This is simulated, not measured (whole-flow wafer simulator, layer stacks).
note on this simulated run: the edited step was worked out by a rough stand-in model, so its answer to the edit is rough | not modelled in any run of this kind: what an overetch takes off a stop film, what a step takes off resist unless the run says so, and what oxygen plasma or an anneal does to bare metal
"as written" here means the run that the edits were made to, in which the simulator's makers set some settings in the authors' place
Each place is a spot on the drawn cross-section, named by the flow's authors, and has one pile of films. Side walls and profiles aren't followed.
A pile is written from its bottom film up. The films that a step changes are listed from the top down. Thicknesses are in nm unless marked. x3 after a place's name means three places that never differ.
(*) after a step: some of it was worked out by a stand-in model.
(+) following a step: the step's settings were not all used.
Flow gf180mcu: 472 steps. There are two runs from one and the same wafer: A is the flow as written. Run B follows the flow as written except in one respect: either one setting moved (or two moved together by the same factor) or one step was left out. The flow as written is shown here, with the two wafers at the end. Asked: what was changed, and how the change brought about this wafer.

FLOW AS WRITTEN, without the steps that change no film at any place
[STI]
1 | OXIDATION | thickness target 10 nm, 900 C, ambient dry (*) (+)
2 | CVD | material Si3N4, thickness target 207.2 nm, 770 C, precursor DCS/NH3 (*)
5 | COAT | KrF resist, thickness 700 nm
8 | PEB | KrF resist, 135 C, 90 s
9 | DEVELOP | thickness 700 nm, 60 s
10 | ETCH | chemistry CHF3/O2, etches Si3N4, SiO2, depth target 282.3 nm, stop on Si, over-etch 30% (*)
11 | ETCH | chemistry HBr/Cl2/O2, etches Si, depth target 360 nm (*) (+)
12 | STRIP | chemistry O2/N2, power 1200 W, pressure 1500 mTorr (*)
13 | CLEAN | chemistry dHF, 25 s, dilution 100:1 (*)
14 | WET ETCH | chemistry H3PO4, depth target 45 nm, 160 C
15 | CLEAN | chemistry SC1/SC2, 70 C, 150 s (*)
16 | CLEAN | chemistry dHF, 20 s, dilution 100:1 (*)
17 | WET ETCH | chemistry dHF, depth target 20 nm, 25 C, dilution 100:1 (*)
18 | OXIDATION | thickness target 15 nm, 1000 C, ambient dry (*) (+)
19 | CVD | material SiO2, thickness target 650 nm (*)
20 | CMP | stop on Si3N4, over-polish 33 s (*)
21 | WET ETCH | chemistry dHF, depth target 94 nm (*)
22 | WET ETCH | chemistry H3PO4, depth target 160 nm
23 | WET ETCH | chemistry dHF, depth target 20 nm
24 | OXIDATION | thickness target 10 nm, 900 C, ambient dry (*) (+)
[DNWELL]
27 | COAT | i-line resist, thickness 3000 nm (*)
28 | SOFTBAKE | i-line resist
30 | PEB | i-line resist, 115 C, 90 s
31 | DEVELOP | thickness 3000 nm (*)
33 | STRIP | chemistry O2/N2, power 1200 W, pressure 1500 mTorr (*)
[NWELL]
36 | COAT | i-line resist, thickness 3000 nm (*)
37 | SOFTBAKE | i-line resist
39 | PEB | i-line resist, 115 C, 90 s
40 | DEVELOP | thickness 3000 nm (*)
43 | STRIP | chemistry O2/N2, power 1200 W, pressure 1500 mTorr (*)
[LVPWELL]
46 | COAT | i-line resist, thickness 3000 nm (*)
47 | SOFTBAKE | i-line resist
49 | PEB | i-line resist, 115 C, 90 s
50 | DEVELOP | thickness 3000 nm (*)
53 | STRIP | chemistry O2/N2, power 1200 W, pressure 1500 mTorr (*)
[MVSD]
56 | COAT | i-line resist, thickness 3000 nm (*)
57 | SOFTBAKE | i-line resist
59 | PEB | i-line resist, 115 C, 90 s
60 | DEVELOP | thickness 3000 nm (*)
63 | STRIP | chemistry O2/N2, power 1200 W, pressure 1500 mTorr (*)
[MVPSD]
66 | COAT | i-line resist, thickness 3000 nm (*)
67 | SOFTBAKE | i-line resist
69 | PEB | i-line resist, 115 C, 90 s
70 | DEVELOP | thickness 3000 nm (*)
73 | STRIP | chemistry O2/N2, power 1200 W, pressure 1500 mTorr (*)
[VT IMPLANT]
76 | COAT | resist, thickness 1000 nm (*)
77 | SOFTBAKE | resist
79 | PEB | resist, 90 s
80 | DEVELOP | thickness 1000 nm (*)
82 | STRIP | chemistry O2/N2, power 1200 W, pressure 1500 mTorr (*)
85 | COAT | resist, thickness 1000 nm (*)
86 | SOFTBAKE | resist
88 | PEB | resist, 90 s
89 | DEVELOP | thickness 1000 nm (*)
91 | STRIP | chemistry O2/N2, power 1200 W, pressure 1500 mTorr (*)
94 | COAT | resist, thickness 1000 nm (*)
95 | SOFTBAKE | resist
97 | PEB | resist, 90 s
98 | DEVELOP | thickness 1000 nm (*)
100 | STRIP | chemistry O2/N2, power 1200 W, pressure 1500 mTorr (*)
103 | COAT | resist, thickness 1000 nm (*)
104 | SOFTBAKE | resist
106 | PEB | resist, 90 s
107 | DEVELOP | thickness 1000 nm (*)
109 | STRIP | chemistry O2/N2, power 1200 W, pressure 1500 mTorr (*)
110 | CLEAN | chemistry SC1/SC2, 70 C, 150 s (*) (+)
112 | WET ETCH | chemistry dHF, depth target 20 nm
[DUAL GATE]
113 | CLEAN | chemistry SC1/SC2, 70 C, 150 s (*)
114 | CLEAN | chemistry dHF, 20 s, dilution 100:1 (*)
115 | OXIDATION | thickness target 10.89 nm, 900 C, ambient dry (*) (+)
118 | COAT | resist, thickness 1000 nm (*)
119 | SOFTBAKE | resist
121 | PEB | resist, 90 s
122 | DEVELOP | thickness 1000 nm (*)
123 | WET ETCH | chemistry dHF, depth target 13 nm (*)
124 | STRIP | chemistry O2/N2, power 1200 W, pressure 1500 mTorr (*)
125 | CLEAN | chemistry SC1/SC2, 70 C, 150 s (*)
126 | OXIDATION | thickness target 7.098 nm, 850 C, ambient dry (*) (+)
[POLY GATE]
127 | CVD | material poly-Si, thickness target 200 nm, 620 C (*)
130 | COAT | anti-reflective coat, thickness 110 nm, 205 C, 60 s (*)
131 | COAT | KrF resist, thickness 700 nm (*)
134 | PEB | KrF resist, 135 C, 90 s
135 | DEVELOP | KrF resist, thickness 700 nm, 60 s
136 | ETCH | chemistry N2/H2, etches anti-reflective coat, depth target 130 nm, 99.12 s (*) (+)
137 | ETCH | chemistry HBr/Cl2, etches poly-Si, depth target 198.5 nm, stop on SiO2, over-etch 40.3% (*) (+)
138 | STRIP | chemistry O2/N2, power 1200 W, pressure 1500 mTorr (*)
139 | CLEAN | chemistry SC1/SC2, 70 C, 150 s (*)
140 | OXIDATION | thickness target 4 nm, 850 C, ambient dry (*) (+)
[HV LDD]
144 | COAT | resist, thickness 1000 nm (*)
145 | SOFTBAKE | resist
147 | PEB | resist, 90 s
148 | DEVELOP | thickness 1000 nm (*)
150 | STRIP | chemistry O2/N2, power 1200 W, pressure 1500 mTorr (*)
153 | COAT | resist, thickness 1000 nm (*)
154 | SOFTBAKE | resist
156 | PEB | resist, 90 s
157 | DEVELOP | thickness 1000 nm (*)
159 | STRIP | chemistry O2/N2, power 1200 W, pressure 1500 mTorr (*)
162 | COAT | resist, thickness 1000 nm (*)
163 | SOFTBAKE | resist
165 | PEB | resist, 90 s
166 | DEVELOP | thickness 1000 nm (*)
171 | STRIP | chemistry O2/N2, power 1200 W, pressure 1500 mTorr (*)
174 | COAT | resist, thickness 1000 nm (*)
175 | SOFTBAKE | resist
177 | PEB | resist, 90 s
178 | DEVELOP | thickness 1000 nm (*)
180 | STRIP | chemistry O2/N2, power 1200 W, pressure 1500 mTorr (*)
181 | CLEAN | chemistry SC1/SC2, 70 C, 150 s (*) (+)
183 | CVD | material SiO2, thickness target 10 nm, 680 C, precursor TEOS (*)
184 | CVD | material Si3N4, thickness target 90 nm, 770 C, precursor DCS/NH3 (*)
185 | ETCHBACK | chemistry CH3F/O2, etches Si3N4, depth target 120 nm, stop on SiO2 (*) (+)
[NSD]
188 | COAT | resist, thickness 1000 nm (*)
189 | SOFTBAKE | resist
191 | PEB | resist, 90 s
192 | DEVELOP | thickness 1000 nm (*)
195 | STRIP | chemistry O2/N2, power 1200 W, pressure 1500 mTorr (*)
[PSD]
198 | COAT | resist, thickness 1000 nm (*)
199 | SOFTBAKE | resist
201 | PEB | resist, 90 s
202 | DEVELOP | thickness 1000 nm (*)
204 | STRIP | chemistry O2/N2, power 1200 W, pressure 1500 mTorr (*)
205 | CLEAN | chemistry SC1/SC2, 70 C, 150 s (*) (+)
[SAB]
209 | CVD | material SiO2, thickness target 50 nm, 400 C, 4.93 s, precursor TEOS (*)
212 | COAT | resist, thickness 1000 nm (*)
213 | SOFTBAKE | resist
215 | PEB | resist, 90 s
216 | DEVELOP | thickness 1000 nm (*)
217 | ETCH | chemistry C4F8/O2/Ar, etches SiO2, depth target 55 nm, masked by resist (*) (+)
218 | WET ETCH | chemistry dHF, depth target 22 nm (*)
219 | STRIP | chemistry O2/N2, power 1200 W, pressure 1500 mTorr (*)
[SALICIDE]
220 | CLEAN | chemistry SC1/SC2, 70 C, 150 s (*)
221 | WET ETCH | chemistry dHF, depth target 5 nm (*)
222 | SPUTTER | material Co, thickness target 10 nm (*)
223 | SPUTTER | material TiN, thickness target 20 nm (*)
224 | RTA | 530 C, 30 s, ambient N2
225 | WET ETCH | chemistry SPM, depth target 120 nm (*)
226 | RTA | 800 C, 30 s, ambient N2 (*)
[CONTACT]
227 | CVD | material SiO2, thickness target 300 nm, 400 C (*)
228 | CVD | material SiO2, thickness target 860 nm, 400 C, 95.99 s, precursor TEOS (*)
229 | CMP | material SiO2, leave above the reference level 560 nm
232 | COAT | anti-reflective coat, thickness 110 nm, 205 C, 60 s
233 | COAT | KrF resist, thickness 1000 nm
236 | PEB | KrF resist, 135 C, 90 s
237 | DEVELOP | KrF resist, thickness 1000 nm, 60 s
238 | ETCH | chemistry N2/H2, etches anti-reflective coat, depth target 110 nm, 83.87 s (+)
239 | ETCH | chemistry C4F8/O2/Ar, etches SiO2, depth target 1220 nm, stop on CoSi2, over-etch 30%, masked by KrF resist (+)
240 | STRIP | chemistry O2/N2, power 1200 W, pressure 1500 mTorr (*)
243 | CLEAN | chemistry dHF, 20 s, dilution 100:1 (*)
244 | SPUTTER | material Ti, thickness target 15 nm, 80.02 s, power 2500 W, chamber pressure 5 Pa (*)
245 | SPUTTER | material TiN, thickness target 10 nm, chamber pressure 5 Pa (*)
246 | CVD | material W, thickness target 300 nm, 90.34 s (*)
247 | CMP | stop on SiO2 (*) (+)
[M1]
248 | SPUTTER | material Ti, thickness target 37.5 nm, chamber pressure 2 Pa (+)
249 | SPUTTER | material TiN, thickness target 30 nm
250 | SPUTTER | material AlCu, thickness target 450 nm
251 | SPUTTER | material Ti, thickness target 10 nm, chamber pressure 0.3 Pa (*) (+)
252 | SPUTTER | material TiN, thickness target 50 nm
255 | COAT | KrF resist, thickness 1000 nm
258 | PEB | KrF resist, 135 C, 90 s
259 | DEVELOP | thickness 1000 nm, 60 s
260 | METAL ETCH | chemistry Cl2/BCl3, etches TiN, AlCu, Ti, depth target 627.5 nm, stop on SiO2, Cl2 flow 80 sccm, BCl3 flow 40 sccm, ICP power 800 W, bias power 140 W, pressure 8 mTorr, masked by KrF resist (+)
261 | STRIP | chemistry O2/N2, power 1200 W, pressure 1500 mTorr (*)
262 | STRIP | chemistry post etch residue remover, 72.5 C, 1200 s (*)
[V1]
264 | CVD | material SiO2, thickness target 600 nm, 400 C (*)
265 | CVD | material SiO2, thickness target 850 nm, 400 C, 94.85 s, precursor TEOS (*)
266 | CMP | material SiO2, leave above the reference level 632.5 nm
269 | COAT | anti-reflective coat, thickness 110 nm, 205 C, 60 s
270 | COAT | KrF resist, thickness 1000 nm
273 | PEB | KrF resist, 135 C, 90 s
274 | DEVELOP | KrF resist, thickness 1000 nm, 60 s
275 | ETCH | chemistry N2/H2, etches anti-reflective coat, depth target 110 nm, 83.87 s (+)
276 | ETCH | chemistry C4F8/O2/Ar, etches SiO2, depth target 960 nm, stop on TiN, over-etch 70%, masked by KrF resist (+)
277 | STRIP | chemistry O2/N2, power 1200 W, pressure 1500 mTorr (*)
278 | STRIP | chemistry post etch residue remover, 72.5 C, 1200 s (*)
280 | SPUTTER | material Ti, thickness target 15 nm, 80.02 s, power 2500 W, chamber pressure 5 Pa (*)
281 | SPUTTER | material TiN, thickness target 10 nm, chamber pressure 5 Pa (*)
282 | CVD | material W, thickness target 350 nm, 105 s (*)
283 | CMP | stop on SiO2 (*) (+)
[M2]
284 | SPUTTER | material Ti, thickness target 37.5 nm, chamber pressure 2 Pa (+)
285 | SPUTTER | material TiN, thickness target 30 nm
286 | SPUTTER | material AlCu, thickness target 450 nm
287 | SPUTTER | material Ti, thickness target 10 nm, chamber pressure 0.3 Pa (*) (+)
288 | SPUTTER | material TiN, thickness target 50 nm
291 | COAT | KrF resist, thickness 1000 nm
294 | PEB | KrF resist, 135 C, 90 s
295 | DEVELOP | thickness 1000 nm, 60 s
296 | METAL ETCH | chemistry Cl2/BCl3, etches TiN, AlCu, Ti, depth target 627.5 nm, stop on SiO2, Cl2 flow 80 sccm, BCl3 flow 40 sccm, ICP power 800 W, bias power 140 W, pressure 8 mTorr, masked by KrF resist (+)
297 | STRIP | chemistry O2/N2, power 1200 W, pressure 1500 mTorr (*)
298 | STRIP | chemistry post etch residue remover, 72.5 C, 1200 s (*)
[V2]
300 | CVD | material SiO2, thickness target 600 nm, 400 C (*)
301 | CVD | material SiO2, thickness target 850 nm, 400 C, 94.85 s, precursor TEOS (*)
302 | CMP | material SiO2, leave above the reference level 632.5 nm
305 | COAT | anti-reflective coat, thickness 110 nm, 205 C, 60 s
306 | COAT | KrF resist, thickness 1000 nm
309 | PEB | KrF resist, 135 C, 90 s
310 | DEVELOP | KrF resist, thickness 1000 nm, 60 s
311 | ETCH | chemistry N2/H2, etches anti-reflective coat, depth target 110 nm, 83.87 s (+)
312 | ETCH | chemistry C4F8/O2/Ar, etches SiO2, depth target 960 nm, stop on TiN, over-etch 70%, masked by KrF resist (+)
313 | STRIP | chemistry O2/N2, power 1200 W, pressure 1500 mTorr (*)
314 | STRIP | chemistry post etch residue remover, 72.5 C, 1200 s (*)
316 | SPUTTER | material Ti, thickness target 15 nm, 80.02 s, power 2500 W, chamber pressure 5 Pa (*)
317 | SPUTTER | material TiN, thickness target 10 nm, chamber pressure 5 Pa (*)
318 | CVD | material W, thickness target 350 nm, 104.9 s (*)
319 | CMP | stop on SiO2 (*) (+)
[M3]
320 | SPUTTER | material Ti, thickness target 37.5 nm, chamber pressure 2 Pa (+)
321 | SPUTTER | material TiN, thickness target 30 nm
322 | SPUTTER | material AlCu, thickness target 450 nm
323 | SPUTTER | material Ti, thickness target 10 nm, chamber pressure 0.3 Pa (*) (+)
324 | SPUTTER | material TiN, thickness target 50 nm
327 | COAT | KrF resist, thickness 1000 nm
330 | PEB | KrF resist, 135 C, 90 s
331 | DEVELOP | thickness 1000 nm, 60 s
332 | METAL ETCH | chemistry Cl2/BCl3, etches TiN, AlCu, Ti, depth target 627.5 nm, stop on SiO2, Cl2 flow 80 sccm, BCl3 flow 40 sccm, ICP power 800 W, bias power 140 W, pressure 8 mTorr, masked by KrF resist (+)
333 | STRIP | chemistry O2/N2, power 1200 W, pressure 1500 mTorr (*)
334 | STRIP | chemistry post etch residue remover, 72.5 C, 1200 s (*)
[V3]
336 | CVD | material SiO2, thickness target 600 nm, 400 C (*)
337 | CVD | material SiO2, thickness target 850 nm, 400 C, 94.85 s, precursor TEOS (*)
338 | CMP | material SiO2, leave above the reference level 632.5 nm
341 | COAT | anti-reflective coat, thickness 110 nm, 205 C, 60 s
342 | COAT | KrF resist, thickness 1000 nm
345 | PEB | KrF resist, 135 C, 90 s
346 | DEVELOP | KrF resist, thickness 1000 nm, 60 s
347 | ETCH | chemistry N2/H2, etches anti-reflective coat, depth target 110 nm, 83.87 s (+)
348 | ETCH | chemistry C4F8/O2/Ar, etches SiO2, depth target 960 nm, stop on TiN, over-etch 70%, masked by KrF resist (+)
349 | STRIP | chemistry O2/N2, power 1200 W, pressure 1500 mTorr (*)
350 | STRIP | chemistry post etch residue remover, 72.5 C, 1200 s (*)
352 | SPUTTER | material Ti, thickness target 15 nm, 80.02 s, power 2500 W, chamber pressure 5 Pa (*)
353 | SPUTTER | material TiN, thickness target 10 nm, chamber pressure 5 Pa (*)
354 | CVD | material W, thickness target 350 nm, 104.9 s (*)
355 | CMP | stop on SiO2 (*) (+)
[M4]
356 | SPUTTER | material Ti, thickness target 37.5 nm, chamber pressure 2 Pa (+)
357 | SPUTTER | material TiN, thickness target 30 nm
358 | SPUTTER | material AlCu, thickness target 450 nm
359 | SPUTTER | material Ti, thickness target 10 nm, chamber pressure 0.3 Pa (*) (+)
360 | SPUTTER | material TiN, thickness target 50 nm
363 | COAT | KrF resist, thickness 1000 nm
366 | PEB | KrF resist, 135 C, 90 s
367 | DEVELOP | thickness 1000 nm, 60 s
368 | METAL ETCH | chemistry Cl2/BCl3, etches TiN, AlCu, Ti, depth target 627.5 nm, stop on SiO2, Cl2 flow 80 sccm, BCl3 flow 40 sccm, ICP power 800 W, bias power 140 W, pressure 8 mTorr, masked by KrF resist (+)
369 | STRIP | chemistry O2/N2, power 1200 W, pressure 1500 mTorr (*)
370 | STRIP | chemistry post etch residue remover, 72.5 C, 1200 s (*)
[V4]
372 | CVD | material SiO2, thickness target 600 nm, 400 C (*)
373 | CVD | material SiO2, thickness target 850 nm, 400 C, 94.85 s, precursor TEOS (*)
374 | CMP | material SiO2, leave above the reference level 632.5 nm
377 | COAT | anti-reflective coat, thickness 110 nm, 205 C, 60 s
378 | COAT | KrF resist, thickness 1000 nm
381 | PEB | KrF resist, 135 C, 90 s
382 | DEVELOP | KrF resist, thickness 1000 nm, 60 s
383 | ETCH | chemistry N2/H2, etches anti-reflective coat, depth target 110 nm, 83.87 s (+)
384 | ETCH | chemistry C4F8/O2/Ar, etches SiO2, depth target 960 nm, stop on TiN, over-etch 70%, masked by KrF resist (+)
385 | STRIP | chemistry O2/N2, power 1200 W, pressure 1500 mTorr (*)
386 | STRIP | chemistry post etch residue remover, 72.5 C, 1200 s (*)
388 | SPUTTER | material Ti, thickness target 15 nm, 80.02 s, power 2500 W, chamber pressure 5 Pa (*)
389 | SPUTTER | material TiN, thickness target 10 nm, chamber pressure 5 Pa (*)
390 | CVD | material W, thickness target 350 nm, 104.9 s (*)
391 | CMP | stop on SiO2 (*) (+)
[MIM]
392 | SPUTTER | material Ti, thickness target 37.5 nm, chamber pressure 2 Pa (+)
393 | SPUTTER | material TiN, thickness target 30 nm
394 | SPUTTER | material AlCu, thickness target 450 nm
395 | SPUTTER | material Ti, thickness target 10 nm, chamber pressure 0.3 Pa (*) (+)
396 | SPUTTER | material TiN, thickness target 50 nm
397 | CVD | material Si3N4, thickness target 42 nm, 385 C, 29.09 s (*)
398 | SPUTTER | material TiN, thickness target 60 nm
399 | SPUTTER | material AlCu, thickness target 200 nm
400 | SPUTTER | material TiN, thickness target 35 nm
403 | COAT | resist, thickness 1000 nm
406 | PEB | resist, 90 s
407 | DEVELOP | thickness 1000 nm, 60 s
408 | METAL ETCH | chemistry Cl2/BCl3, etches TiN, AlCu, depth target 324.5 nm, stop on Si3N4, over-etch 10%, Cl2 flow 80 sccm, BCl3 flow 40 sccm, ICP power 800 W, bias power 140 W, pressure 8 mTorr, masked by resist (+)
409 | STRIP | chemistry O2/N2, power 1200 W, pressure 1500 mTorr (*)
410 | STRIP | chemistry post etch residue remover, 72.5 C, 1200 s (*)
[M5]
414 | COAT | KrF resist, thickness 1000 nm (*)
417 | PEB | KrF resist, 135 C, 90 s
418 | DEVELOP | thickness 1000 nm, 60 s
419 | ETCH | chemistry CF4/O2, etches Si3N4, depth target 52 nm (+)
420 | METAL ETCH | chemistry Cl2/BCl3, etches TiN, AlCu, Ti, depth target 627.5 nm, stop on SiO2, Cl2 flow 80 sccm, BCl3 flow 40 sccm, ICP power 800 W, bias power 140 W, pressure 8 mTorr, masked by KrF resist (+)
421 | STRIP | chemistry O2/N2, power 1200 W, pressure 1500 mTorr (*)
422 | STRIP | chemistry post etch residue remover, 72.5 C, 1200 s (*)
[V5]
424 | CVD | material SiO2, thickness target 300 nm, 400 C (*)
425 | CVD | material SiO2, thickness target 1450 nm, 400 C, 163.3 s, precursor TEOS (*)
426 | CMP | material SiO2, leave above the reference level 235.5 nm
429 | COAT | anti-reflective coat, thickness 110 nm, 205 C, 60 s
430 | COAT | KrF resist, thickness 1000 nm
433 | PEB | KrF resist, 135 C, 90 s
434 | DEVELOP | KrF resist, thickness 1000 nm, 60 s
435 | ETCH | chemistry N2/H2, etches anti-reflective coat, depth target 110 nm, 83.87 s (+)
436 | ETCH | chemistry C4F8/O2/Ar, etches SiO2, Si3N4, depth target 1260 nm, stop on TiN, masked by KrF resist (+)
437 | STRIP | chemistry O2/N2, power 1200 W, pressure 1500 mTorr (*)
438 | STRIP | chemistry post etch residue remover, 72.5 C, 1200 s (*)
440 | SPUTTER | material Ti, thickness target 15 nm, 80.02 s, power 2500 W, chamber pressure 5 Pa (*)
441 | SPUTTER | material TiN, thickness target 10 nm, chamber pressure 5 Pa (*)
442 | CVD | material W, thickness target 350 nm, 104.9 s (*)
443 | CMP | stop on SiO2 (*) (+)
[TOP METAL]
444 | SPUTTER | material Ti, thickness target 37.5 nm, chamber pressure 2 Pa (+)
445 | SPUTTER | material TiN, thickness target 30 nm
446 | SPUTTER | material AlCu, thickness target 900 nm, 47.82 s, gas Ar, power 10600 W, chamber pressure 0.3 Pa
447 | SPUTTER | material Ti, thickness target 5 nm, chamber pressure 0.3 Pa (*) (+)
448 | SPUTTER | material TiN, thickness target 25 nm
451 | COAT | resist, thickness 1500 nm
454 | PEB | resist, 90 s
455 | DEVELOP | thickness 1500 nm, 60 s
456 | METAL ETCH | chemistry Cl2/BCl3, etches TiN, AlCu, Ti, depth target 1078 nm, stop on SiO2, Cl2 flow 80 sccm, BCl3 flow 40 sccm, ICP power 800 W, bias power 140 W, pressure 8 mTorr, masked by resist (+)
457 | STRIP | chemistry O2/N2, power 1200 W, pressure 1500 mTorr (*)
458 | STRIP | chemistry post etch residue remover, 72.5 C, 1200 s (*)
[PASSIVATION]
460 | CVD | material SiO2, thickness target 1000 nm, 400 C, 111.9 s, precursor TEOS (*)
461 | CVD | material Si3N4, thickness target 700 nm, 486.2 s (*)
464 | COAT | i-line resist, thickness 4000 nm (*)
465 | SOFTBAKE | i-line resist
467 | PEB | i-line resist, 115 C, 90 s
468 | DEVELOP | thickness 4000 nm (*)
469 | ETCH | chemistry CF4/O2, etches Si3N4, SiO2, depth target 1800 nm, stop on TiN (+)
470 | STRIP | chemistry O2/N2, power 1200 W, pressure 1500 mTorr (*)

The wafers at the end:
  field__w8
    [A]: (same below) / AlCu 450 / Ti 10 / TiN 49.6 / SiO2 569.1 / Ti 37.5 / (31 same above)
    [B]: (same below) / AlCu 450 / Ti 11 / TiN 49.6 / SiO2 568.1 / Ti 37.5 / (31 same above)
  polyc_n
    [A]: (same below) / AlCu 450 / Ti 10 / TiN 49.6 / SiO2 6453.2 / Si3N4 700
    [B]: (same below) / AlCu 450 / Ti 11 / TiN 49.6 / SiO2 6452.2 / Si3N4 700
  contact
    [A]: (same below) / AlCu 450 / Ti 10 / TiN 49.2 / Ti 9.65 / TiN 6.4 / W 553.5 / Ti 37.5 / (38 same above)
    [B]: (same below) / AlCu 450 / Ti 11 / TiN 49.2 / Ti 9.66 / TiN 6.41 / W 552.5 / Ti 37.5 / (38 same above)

The reason: step 251, SPUTTER: thickness target 11 nm was run, though the flow has thickness target 10 nm.
One can read it off the wafer: field__w8 has Ti 11, and step 251 as written asks for 10 nm.

The path from the change to this, step by step:
  251 | SPUTTER | material Ti, thickness target 10 nm, chamber pressure 0.3 Pa (*) (+)
      field, field__w1, field__w2 and 108 more: A Ti gains 10 (new film) | B Ti gains 11 (new film)
  260 | METAL ETCH | chemistry Cl2/BCl3, etches TiN, AlCu, Ti, depth target 627.5 nm, stop on SiO2, Cl2 flow 80 sccm, BCl3 flow 40 sccm, ICP power 800 W, bias power 140 W, pressure 8 mTorr, masked by KrF resist (+)
      field, field__w1, field__w2 and 99 more: A TiN loses 50 (all of it), Ti loses 10 (all of it), AlCu loses 450 (all of it), TiN loses 30 (all of it), Ti loses 37.5 (all of it) | B TiN loses 50 (all of it), Ti loses 11 (all of it), AlCu loses 450 (all of it), TiN loses 30 (all of it), Ti loses 37.5 (all of it)
